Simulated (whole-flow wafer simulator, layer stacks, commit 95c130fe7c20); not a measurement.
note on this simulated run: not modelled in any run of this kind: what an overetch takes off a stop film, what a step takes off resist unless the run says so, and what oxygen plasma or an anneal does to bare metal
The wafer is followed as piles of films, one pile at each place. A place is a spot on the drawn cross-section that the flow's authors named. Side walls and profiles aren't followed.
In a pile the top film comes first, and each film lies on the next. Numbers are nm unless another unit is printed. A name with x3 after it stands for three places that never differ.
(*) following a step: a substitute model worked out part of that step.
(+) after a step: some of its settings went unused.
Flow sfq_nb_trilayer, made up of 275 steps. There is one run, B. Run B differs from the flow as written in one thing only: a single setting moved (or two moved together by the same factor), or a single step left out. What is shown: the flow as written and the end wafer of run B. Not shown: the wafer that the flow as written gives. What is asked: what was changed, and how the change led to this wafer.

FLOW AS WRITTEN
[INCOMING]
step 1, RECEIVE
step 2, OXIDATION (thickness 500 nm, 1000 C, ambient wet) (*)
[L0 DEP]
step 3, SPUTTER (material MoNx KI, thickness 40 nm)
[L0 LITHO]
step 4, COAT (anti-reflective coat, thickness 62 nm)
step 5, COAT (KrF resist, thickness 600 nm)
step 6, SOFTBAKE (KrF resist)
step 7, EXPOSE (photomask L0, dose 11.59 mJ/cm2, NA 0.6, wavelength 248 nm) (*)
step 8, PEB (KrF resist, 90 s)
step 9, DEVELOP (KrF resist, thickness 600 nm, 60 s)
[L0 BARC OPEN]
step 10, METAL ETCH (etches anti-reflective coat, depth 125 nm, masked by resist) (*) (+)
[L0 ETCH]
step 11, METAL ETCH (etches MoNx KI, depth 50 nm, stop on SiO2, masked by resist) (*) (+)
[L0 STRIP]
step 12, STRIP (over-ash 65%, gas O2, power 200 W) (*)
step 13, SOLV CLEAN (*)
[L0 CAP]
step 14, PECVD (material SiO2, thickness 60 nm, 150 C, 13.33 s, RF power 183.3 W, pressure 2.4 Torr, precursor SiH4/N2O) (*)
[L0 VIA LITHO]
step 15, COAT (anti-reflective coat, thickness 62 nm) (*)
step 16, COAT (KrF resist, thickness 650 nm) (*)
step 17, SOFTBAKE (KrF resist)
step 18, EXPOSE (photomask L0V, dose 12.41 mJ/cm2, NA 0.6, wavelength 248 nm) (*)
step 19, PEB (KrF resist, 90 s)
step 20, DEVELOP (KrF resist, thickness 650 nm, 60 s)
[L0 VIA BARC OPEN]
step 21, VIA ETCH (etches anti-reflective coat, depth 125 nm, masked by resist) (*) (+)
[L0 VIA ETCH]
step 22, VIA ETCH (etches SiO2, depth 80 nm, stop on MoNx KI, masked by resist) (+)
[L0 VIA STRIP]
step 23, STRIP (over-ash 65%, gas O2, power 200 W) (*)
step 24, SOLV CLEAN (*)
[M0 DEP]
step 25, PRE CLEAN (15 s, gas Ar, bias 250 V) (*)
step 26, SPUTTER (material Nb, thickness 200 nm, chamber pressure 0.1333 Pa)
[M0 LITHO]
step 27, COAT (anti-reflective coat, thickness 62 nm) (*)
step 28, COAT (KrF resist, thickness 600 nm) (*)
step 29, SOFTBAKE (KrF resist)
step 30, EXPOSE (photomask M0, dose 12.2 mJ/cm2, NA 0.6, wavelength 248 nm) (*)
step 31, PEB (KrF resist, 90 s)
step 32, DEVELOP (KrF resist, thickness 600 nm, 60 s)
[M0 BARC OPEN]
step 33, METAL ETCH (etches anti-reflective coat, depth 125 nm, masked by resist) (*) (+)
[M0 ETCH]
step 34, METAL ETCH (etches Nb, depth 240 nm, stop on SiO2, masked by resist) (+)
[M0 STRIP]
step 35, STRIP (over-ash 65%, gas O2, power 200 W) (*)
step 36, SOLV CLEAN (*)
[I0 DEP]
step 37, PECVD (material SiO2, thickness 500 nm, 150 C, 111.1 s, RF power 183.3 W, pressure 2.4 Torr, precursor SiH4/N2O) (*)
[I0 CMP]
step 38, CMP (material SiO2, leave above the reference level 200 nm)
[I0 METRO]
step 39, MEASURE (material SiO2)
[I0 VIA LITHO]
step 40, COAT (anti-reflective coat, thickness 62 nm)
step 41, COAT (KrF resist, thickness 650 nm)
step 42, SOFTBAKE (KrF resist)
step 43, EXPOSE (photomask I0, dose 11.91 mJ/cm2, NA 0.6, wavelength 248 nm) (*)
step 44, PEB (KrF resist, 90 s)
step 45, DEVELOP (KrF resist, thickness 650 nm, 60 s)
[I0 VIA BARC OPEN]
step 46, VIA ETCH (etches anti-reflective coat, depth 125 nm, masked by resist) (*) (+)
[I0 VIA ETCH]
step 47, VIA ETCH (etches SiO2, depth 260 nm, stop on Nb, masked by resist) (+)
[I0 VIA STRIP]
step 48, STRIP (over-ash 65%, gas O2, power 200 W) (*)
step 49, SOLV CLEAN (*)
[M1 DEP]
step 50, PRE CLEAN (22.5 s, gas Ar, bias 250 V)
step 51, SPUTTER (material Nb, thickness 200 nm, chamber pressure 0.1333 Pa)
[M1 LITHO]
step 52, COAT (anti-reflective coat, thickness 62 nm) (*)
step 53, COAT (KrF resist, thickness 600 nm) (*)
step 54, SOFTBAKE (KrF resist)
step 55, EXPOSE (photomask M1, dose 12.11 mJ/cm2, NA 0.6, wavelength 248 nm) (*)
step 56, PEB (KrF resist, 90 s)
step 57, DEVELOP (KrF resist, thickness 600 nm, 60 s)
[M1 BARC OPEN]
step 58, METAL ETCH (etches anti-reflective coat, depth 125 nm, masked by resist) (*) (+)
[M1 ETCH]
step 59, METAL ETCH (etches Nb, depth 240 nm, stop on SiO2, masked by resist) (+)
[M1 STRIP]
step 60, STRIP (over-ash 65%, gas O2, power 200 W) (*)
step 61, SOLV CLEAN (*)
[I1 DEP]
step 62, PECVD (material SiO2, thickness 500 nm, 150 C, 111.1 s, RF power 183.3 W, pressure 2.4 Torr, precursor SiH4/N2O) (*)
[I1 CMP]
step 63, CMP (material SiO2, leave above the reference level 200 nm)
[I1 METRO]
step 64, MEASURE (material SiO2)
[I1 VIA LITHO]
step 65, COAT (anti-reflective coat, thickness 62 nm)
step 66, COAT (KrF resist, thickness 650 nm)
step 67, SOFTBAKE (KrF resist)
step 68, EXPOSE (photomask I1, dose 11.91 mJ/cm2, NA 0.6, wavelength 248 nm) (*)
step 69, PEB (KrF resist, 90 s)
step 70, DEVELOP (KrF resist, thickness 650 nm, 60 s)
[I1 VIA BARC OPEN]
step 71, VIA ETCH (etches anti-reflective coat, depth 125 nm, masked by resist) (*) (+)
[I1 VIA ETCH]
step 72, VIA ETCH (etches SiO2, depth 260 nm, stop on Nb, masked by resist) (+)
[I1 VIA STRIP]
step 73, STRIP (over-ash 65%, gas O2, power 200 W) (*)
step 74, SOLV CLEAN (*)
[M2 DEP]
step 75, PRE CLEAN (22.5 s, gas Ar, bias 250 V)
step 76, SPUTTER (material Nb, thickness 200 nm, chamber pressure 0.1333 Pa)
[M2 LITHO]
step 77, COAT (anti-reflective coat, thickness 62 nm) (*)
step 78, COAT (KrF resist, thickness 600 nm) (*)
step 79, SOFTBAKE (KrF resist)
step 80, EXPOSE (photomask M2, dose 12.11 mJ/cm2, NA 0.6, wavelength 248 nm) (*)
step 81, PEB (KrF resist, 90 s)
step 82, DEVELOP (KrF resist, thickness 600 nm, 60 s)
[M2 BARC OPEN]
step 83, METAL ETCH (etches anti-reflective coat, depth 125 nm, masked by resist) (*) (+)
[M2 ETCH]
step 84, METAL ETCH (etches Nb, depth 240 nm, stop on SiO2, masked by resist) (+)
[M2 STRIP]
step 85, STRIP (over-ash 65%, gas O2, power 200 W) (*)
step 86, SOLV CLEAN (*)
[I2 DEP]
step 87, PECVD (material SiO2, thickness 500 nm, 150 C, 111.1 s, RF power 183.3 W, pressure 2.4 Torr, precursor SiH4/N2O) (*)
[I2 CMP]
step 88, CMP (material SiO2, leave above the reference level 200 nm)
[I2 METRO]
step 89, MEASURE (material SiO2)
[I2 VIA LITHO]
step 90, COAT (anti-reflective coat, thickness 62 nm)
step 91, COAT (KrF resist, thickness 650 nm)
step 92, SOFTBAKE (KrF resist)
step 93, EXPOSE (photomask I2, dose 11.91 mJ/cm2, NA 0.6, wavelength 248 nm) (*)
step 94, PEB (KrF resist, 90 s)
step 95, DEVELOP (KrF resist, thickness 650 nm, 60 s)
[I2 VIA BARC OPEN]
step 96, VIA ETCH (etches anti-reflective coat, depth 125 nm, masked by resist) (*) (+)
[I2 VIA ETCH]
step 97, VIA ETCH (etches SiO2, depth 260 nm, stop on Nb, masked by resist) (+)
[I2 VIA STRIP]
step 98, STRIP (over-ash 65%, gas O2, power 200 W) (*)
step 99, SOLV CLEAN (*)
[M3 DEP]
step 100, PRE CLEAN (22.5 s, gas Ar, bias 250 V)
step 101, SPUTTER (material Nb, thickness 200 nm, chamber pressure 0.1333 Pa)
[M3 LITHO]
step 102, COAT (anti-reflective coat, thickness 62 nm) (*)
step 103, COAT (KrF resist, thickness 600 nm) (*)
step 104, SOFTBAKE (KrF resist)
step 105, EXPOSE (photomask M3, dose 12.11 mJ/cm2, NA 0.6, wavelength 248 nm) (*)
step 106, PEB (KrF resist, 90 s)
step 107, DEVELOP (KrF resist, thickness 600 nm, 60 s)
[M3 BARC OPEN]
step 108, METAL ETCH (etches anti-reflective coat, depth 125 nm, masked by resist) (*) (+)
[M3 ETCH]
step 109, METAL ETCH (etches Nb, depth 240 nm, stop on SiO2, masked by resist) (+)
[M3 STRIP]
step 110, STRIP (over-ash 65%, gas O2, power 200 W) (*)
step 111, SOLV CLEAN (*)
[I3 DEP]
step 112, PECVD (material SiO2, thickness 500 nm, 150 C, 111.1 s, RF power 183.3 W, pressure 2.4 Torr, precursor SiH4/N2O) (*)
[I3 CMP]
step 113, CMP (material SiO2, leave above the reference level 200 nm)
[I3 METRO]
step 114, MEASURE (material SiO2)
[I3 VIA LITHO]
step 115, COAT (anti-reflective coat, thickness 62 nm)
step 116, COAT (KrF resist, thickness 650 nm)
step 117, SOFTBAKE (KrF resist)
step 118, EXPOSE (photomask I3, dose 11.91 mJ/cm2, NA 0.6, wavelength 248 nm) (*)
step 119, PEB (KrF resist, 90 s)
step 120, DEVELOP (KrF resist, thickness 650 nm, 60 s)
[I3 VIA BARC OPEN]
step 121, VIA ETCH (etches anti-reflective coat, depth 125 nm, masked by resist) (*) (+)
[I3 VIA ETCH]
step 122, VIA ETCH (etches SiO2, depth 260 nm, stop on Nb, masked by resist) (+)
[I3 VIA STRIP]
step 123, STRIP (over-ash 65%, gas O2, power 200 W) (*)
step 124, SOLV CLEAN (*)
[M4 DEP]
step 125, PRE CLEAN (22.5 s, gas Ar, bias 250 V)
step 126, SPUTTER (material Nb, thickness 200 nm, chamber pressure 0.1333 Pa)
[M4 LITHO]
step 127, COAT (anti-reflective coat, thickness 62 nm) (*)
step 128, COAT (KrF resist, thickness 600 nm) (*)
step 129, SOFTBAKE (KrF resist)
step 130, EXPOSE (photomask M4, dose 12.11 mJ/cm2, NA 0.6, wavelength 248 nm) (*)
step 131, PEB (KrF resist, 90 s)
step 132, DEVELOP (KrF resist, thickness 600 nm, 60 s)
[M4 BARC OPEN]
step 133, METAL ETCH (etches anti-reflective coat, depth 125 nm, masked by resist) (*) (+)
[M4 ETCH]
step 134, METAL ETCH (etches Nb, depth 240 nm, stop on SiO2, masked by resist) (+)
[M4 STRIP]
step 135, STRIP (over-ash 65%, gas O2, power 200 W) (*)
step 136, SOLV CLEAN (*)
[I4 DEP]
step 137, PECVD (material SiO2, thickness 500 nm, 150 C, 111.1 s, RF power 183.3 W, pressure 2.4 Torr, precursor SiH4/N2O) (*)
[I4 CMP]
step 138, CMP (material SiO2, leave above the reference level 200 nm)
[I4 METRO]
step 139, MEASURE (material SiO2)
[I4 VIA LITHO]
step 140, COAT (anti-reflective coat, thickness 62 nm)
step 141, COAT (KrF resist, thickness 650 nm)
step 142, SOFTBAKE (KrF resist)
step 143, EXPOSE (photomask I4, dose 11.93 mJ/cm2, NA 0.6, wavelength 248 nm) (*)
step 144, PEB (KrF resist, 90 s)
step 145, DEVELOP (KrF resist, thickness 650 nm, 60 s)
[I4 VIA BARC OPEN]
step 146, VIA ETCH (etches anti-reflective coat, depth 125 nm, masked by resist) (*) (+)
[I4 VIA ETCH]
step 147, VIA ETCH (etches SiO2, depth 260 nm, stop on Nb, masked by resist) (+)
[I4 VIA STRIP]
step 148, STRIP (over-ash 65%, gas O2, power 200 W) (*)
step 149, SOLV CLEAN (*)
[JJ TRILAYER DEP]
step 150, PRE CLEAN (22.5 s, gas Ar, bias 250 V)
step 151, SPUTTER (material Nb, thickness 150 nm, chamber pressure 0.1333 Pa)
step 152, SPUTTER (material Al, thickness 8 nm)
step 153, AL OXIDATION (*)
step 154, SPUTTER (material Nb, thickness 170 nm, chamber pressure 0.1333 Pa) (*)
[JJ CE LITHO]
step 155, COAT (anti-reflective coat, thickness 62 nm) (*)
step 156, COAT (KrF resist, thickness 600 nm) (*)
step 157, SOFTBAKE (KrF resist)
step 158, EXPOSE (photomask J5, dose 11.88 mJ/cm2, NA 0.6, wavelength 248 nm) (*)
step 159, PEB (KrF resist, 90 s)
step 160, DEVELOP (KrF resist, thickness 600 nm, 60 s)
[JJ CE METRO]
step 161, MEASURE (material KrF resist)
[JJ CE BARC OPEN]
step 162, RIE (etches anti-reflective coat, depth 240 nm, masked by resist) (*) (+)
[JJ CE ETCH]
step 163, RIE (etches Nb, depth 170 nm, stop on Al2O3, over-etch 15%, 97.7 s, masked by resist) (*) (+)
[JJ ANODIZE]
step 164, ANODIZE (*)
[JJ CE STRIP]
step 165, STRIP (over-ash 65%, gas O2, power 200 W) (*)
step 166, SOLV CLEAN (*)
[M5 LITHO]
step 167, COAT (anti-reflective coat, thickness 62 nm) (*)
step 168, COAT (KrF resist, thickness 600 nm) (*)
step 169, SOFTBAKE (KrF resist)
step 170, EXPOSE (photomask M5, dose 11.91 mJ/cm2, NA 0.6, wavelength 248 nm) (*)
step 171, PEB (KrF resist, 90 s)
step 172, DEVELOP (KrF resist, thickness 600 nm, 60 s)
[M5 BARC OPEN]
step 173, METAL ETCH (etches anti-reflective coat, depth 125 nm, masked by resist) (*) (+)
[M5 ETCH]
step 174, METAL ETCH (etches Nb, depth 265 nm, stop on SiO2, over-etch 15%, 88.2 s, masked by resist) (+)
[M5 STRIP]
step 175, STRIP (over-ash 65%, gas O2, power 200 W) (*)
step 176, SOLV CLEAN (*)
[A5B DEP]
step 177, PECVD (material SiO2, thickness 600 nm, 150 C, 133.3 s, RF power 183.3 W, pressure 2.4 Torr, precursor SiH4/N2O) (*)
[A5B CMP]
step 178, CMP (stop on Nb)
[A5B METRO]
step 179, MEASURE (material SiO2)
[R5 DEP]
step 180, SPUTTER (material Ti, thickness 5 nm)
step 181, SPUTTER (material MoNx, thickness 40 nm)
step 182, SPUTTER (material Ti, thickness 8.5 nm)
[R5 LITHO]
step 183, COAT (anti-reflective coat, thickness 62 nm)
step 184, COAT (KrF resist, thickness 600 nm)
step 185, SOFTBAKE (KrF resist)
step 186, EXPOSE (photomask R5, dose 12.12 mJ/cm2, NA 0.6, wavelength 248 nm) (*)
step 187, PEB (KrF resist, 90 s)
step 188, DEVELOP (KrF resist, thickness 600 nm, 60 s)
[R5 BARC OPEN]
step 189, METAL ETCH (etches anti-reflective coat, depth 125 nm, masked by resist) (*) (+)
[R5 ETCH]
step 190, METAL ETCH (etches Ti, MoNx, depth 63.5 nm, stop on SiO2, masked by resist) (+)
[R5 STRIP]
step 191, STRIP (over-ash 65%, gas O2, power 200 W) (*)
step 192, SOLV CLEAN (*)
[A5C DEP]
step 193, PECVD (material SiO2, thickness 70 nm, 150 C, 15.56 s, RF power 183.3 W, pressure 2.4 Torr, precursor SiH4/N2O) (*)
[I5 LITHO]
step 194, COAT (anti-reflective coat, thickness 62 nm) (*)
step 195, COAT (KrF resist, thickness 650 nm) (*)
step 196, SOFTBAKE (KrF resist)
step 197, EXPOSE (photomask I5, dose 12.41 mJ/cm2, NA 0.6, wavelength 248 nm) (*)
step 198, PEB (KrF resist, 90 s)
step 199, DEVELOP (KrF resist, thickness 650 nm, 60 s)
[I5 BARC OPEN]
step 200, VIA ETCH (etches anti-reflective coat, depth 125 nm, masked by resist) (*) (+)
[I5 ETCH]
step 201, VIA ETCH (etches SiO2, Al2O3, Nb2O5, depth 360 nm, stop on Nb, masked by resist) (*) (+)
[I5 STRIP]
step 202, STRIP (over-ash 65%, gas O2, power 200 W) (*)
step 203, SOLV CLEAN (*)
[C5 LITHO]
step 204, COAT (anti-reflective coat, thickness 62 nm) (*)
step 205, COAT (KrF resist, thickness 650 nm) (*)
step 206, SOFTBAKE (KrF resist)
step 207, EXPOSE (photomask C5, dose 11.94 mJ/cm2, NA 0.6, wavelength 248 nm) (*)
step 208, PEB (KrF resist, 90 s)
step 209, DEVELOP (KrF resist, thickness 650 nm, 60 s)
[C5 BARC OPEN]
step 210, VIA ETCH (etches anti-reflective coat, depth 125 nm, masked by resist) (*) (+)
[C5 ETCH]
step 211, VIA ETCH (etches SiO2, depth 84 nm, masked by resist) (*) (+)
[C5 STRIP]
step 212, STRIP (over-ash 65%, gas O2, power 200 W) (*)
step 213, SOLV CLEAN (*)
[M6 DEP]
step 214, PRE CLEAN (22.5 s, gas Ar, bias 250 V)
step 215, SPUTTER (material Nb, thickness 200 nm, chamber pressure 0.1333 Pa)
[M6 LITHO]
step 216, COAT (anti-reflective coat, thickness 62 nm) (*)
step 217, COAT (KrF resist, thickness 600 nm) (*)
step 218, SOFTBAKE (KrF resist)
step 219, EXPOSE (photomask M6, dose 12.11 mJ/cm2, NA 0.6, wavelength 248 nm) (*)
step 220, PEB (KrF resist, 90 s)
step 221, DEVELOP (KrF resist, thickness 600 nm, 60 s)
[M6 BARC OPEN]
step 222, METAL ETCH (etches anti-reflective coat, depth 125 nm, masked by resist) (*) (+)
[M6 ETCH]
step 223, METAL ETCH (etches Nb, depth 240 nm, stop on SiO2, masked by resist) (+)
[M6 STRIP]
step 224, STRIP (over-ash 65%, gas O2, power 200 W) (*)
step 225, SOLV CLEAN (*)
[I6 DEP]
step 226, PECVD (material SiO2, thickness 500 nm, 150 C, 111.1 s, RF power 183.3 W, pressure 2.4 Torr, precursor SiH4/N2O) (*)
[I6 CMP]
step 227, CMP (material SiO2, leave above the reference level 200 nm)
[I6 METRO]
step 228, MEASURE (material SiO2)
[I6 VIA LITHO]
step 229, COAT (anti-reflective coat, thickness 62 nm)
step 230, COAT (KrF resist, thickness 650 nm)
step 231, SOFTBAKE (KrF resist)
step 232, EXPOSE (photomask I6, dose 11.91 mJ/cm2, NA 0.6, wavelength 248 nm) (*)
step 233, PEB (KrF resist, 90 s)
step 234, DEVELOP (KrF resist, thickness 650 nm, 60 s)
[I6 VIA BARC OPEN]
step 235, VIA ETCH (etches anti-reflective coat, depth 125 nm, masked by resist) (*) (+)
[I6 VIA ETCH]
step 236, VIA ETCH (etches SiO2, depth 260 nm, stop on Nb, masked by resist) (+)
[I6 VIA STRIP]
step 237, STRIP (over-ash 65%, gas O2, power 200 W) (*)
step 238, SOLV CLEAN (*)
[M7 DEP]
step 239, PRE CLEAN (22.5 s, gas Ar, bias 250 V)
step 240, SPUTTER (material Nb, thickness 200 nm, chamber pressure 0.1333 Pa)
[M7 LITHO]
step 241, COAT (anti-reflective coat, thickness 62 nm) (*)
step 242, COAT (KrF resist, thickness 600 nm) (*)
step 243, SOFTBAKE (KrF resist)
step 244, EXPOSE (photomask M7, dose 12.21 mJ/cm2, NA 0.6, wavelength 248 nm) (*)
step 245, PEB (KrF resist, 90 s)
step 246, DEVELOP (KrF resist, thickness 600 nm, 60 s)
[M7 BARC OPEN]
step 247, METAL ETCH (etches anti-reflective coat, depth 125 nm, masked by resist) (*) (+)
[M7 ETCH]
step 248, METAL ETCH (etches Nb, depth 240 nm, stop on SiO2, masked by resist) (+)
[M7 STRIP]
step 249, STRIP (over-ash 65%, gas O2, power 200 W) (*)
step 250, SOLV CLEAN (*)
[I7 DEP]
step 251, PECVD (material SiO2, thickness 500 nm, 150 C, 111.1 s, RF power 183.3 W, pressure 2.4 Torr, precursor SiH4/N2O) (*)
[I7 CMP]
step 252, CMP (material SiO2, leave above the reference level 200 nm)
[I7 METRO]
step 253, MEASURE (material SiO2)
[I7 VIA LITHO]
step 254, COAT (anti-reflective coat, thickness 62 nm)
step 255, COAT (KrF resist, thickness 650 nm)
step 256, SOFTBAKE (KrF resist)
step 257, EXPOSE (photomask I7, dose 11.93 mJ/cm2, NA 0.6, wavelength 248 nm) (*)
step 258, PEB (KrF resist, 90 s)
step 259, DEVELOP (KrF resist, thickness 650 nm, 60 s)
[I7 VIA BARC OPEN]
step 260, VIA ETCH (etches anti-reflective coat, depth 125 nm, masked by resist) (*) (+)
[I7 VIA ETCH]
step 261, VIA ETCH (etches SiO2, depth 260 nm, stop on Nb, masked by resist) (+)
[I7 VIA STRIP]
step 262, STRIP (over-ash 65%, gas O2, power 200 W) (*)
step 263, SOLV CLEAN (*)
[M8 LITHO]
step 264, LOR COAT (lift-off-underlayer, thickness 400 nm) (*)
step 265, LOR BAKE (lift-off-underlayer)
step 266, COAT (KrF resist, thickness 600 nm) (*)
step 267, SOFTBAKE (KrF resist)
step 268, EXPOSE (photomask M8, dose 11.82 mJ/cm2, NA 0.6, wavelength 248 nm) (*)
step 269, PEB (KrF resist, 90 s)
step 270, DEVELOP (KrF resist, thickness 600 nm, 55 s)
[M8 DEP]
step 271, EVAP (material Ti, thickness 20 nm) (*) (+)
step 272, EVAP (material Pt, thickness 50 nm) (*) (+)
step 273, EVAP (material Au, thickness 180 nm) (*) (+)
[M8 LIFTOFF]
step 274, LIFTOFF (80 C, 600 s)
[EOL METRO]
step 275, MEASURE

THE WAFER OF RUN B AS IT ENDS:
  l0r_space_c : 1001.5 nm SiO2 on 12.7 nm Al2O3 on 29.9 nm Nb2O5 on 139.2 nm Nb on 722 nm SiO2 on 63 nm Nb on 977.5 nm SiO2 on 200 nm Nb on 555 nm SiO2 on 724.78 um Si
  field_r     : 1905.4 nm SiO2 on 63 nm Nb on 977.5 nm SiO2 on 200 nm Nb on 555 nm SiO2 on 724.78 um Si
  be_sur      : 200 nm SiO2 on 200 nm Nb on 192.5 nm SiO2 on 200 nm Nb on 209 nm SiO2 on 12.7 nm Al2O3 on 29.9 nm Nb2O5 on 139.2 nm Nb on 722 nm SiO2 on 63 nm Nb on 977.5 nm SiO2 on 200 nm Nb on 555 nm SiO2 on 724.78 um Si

The reason: step 109, METAL ETCH: depth 137 nm was run, whereas the flow has depth 240 nm.

How this came from the change, step by step:
  step 109, METAL ETCH (etches Nb, depth 240 nm, stop on SiO2, masked by resist) (+)
      field_l, be, be_sur and 72 more: -137 Nb (as written it would have been: -200 Nb (all of it))
      v_sur, via_wl, via_w and 28 more: -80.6 KrF resist (as written it would have been: -141.2 KrF resist)
  step 110, STRIP (over-ash 65%, gas O2, power 200 W) (*)
      p4_w1, p4_w2, p4_w3 and 21 more: -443 KrF resist (all of it), -62 anti-reflective coat (all of it) (as written it would have been: -382.4 KrF resist (all of it), -62 anti-reflective coat (all of it))
      via_wl, via_wr: -444.8 KrF resist (all of it), -34.2 anti-reflective coat (all of it) (as written it would have been: -384.2 KrF resist (all of it), -34.2 anti-reflective coat (all of it))
      (and at 5 other places as well)
  step 112, PECVD (material SiO2, thickness 500 nm, 150 C, 111.1 s, RF power 183.3 W, pressure 2.4 Torr, precursor SiH4/N2O) (*)
      field_l, be, be_sur and 64 more: +500 SiO2 (new film) (as written it would have been: +500 SiO2)
      p4_g1, p4_g2, p3_s0, p3_s1, p3_s2, p3_s3, p3_s4, p3_s5: +500 SiO2 (new film) (as written it would have been: +557.1 SiO2)
  step 113, CMP (material SiO2, leave above the reference level 200 nm)
      field_l, be, be_sur and 64 more: -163 SiO2 (as written it would have been: -100 SiO2)
      p4_g1, p4_g2, p3_s0, p3_s1, p3_s2, p3_s3, p3_s4, p3_s5: -163 SiO2 (as written it would have been: -157.1 SiO2)
With metal films that touch counted as one body, l0r_space_c has 3 bodies (between them, from the top down: SiO2 722; SiO2 977.5); the flow as written gives 2 bodies (between them, from the top down: SiO2 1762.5).
With metal films that touch counted as one body, field_r has 2 bodies (between them, from the top down: SiO2 977.5); the flow as written gives 1 body.
With metal films that touch counted as one body, be_sur has 5 bodies (between them, from the top down: SiO2 192.5; SiO2 209 / Al2O3 12.7 / Nb2O5 29.9; SiO2 722; SiO2 977.5); the flow as written gives 4 bodies (between them, from the top down: SiO2 192.5; SiO2 209 / Al2O3 12.7 / Nb2O5 29.9; SiO2 1762.5).
